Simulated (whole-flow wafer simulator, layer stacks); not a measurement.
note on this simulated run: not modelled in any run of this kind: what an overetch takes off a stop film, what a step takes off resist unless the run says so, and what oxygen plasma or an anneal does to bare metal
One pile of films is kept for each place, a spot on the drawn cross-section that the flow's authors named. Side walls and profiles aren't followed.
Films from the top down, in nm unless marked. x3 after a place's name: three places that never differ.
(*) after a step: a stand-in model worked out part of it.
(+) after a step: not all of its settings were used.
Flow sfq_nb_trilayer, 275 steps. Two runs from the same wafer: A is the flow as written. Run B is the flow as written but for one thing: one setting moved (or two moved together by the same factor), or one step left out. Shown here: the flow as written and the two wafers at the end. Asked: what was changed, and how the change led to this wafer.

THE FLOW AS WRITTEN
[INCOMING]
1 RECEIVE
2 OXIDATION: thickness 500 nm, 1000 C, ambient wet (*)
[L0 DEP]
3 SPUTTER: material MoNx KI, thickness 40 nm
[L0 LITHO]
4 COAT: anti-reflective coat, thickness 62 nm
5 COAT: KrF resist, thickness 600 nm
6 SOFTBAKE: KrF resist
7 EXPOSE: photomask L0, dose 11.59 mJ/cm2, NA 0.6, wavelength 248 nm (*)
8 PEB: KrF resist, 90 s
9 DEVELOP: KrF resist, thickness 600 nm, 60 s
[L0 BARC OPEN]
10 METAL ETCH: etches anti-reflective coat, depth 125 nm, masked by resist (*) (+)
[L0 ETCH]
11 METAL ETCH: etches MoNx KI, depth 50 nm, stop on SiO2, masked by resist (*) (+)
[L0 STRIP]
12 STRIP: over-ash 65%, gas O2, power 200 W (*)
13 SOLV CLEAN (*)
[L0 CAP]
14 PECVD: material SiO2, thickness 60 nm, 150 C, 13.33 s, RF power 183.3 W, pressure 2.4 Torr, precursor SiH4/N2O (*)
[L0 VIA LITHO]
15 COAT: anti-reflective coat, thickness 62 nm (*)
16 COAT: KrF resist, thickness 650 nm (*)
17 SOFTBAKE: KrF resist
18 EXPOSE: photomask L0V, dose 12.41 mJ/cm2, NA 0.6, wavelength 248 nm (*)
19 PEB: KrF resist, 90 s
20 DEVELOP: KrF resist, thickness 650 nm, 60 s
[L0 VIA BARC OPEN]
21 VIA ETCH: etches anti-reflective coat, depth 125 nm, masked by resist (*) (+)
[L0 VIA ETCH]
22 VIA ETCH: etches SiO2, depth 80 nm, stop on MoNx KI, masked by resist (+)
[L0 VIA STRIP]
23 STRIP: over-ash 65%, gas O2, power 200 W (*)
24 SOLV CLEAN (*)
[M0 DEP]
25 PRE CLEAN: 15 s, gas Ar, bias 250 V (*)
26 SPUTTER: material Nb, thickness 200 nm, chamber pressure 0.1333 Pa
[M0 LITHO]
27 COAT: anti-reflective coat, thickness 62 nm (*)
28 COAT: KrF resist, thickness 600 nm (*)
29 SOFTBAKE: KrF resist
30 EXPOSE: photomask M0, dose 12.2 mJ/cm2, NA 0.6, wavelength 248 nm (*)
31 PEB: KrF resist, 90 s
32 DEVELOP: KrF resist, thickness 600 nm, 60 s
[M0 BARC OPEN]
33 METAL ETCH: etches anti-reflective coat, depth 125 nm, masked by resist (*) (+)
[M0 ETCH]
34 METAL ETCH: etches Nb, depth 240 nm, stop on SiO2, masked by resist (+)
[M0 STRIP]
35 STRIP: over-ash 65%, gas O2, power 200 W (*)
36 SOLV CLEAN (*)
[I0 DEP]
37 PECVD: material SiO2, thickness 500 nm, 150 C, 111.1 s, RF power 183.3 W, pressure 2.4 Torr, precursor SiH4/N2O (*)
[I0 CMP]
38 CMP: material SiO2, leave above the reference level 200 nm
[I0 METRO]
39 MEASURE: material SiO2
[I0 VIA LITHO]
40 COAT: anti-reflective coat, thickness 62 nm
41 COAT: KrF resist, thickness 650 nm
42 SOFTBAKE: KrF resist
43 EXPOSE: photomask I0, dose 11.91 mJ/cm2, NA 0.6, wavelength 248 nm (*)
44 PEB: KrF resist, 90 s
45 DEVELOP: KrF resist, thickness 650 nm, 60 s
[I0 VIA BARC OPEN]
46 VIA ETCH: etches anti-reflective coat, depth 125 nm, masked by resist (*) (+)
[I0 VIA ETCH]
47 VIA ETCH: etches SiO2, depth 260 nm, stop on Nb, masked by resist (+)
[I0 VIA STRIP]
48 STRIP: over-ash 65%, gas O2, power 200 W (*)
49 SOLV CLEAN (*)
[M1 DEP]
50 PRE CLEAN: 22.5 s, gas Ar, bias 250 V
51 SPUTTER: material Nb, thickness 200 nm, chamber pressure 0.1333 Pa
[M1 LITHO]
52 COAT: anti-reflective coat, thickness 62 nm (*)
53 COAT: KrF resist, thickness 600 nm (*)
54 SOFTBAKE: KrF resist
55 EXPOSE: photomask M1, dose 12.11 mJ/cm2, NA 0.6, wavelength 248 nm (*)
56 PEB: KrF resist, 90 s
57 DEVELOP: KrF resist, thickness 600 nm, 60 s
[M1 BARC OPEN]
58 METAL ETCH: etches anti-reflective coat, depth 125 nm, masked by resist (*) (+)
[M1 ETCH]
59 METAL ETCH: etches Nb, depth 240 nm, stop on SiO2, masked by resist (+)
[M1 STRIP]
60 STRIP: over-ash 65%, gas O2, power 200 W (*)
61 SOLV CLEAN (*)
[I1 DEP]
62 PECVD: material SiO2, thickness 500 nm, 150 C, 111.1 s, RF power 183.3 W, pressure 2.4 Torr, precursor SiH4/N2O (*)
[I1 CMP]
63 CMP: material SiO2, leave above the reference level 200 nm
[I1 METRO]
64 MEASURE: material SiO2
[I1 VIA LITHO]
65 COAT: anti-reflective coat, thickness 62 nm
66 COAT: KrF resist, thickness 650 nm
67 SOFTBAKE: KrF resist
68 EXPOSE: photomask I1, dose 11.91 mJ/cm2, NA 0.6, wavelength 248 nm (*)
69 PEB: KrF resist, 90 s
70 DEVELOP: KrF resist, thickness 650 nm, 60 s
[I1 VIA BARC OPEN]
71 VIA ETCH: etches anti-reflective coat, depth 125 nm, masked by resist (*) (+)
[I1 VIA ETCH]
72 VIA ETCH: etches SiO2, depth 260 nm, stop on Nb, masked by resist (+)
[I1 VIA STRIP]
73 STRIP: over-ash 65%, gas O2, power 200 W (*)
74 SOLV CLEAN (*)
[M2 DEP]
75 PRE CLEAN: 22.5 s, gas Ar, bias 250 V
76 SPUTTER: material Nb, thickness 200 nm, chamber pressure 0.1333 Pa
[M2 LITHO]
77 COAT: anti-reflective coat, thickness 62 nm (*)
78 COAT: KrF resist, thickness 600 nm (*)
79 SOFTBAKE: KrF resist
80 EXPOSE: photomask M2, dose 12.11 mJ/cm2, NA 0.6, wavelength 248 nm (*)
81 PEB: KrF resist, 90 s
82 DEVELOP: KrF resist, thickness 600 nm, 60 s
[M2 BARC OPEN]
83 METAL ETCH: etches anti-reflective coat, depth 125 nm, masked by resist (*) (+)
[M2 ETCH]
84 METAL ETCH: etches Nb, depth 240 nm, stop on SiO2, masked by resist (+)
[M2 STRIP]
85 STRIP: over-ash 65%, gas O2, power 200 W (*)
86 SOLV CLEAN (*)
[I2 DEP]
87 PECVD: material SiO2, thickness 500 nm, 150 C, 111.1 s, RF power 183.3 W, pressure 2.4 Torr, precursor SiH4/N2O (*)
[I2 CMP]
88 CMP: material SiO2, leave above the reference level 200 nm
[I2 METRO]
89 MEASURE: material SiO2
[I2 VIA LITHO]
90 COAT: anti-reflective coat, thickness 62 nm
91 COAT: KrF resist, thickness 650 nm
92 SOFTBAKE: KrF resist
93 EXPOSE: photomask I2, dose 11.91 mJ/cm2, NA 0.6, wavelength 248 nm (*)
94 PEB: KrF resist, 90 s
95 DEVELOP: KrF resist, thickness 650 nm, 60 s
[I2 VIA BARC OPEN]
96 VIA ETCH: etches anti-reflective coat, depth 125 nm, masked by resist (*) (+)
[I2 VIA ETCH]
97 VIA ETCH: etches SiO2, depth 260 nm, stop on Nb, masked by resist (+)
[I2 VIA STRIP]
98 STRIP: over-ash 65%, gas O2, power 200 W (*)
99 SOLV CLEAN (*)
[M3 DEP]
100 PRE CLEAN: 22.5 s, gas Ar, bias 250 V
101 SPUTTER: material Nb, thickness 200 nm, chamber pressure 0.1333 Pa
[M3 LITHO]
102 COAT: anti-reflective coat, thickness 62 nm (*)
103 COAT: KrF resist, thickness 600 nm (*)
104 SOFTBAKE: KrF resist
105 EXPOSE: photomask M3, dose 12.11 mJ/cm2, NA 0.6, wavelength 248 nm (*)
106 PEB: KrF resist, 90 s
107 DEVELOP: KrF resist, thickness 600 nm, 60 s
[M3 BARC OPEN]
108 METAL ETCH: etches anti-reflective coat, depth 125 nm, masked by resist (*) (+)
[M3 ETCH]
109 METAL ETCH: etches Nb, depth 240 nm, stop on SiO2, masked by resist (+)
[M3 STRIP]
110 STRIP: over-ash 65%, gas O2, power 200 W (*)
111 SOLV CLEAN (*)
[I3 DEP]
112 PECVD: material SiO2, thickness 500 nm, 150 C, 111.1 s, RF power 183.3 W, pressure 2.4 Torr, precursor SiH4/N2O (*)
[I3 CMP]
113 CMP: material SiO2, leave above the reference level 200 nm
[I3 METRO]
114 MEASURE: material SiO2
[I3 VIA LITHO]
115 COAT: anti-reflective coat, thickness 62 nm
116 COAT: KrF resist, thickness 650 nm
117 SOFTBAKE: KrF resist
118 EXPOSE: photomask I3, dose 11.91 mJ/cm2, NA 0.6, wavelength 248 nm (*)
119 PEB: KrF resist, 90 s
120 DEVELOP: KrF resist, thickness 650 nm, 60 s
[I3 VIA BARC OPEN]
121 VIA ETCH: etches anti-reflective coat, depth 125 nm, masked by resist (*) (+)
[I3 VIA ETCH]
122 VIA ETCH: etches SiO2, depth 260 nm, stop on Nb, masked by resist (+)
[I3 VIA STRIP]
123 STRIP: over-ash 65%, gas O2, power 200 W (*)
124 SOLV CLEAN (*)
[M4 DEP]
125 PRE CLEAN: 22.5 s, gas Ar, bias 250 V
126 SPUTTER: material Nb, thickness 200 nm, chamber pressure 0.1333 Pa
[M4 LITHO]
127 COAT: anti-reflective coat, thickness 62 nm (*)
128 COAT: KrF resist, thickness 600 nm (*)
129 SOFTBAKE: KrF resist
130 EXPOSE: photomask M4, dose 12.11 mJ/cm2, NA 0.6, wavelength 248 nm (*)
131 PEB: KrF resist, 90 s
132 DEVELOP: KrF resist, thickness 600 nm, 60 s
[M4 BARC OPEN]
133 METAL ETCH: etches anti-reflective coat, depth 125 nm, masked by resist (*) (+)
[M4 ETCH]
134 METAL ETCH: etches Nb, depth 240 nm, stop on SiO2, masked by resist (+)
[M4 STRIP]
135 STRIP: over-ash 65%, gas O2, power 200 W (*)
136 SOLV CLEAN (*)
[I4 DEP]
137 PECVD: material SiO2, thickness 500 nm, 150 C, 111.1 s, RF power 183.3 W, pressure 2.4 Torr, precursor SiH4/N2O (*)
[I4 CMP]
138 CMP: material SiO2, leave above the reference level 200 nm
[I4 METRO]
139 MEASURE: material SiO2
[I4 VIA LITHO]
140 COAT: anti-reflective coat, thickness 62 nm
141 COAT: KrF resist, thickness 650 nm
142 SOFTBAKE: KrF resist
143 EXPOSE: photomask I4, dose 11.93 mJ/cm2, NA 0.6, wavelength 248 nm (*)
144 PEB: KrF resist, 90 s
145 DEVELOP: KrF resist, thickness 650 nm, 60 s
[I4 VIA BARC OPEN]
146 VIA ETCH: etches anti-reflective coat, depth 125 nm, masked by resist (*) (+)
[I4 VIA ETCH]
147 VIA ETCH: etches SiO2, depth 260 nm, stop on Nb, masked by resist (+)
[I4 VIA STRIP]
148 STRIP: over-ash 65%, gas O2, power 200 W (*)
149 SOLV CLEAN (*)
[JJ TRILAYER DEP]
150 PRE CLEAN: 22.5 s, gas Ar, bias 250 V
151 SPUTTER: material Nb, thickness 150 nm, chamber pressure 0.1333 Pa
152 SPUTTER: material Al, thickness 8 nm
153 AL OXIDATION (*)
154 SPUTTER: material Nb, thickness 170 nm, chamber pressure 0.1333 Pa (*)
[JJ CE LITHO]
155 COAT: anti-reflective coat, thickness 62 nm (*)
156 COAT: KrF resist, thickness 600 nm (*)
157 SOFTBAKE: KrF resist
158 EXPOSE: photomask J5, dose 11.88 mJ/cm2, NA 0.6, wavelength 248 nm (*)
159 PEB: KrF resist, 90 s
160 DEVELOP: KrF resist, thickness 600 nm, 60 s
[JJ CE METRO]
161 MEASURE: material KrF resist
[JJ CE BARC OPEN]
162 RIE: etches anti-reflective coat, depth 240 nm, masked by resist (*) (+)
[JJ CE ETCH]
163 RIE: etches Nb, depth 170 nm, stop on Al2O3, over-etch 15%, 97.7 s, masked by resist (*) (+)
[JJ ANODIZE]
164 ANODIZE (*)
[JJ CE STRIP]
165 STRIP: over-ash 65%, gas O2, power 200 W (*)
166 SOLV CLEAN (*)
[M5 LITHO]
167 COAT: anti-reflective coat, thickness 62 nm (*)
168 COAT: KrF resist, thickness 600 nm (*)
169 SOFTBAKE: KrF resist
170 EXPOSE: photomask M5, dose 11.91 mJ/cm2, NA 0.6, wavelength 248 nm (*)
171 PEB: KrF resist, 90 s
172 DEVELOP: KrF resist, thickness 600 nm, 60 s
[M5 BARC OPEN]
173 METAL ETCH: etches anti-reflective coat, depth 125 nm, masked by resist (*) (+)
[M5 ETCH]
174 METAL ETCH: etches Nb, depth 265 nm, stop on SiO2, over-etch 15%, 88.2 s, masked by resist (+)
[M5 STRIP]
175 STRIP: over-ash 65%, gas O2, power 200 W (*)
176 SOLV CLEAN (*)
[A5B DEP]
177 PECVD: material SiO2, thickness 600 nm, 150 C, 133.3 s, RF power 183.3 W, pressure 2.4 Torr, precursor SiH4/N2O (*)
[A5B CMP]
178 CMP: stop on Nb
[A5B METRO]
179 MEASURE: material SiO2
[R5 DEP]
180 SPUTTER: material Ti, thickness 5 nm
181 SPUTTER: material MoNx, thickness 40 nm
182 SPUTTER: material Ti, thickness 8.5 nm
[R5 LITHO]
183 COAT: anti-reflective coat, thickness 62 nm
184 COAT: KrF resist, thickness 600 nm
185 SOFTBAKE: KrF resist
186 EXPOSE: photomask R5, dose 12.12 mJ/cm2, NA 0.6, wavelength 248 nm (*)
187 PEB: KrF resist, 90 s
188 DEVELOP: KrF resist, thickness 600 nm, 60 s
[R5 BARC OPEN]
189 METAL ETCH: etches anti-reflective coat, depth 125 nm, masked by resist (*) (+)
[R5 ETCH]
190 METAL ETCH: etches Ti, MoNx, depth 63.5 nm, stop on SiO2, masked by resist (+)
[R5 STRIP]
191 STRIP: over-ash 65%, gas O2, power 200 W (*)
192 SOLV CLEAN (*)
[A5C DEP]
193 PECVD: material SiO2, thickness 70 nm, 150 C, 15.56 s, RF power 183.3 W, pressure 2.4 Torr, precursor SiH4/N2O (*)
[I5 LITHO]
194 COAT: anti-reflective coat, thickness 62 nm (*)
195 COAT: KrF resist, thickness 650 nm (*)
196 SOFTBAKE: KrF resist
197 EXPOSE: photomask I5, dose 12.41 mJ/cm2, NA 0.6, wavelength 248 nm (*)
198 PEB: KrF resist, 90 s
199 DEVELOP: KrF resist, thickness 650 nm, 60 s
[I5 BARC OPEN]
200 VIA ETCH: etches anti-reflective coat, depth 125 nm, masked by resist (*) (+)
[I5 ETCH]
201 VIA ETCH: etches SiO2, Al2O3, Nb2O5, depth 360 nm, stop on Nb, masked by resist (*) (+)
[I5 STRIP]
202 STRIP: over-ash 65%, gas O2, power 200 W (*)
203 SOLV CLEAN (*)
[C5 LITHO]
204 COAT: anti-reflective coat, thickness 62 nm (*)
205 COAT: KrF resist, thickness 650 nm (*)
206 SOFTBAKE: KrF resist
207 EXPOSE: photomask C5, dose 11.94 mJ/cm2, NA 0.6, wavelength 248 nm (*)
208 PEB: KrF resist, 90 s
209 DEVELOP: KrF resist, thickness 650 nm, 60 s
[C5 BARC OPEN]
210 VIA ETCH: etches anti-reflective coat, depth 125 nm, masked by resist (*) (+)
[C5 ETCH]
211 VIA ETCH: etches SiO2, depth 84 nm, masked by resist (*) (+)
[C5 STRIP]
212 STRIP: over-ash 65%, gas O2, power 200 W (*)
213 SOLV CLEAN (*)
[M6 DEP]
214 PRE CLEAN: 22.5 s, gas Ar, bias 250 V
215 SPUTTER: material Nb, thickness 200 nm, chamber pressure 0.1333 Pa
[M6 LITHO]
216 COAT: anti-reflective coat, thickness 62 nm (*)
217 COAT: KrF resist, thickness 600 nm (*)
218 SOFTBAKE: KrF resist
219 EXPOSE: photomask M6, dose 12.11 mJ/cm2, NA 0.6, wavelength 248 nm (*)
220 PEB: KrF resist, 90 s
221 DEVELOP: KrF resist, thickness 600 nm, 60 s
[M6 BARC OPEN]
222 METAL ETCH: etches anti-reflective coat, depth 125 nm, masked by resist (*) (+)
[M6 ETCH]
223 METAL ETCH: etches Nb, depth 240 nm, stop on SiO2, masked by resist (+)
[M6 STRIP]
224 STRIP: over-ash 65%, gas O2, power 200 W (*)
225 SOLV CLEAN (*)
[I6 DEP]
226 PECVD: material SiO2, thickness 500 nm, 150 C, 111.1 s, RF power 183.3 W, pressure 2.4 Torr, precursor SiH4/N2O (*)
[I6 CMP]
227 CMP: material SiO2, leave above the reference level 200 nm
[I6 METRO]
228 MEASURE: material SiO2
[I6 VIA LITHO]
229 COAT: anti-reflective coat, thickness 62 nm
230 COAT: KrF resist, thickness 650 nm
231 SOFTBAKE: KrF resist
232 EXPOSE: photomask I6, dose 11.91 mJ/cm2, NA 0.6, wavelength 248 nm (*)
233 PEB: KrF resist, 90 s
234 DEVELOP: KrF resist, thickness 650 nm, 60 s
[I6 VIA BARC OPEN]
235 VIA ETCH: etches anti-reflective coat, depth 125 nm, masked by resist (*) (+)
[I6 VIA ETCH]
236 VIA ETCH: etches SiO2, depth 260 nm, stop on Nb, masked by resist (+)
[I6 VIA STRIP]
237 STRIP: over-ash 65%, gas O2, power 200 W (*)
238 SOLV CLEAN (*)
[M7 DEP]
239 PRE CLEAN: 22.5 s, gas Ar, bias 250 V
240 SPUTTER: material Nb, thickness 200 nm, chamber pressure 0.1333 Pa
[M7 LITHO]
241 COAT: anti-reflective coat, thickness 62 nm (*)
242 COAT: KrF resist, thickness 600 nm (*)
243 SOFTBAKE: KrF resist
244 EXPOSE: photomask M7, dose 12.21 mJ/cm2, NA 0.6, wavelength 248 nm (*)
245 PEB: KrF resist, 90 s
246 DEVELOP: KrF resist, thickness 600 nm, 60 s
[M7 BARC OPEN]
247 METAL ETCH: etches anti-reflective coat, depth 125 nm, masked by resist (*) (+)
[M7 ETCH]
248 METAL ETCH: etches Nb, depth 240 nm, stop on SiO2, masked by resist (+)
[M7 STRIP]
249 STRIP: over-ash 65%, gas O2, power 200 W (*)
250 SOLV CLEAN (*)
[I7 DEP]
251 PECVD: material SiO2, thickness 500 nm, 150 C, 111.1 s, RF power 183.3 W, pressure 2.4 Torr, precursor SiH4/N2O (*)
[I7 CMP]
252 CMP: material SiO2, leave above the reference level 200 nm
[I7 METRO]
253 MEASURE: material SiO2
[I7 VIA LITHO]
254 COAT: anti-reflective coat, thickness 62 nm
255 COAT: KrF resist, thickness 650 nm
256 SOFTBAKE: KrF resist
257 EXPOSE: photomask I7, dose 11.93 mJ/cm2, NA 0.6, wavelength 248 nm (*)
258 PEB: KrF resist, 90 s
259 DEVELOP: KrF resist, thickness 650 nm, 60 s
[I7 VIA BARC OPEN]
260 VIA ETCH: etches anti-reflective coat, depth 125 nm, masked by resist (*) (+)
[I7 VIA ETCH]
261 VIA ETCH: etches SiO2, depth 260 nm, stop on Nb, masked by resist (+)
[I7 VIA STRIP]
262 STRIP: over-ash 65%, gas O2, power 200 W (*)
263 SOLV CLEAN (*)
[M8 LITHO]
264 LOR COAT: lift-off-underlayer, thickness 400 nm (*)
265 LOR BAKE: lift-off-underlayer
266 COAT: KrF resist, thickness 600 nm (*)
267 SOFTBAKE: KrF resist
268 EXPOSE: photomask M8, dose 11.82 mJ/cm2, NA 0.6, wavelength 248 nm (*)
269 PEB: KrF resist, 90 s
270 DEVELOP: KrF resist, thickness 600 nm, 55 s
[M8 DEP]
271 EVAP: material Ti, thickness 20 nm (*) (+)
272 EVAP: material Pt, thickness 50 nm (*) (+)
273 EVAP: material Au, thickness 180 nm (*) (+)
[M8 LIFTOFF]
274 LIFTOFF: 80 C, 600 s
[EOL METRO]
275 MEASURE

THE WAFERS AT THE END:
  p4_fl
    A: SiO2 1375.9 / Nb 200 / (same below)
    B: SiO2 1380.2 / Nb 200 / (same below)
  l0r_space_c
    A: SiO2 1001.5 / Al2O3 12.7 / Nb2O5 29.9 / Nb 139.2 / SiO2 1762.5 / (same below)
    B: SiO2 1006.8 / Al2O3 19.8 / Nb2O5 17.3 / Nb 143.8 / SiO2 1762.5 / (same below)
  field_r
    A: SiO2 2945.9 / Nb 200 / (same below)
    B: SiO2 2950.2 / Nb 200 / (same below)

The cause: step 152, SPUTTER: thickness 12.3 nm was run, where the flow has thickness 8 nm.

How the change led to this, step by step:
  152 SPUTTER: material Al, thickness 8 nm
      field_l, v_sur, via_sp and 100 more: A Al +8 (new film) | B Al +12.3 (new film)
      via_wl, via_wr: A Al +5.14 (new film) | B Al +7.9 (new film)
      (and at 1 more place)
  155 COAT: anti-reflective coat, thickness 62 nm (*)
      via_wl, via_wr: A anti-reflective coat +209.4 (new film) | B anti-reflective coat +213.7 (new film)
  162 RIE: etches anti-reflective coat, depth 240 nm, masked by resist (*) (+)
      ce_l, c5j, ce_r, wl_jj: A KrF resist -209.4 | B KrF resist -213.7
      via_wl, via_wr: A anti-reflective coat -209.4 (all of it) | B anti-reflective coat -213.7 (all of it)
  164 ANODIZE (*)
      field_l, v_sur, via_sp and 96 more: A Al2O3 +12.2, Nb2O5 +29.9 (new film), Al -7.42 (all of it), Nb -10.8 | B Al2O3 +19.3, Nb2O5 +17.3 (new film), Al -11.7 (all of it), Nb -6.21
      via_wl, via_wr: A Al2O3 +7.52 (new film), Nb2O5 +39.2 (new film), Al -4.56 (all of it), Nb -14.1 | B Al2O3 +12.1 (new film), Nb2O5 +31 (new film), Al -7.32 (all of it), Nb -11.2
      (and at 1 more place)
  167 COAT: anti-reflective coat, thickness 62 nm (*)
      ce_l: A anti-reflective coat +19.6 (new film) | B anti-reflective coat +18.3 (new film)
      c5j: A anti-reflective coat +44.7 (new film) | B anti-reflective coat +43.8 (new film)
      (and at 1 more place)
  174 METAL ETCH: etches Nb, depth 265 nm, stop on SiO2, over-etch 15%, 88.2 s, masked by resist (+)
      field_l, r_sur, res and 50 more: A Al2O3 -12.6 (all of it), Nb2O5 -29.9 (all of it), Nb -139.2 (all of it), SiO2 -12.3 | B Al2O3 -19.7 (all of it), Nb2O5 -17.3 (all of it), Nb -143.8 (all of it), SiO2 -12.4
  175 STRIP: over-ash 65%, gas O2, power 200 W (*)
      ce_l: A KrF resist -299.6 (all of it), anti-reflective coat -19.6 (all of it) | B KrF resist -297.1 (all of it), anti-reflective coat -18.3 (all of it)
      c5j: A KrF resist -279 (all of it), anti-reflective coat -44.7 (all of it) | B KrF resist -276.1 (all of it), anti-reflective coat -43.8 (all of it)
      (and at 1 more place)
  178 CMP: stop on Nb
      via_wl, via_wr: A SiO2 -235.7 | B SiO2 -230.7
      via_w: A SiO2 -235.2 | B SiO2 -230
  201 VIA ETCH: etches SiO2, Al2O3, Nb2O5, depth 360 nm, stop on Nb, masked by resist (*) (+)
      be: A SiO2 -216.4 (all of it), Al2O3 -12.7 (all of it), Nb2O5 -29.9 (all of it) | B SiO2 -221.7 (all of it), Al2O3 -19.8 (all of it), Nb2O5 -17.3 (all of it)
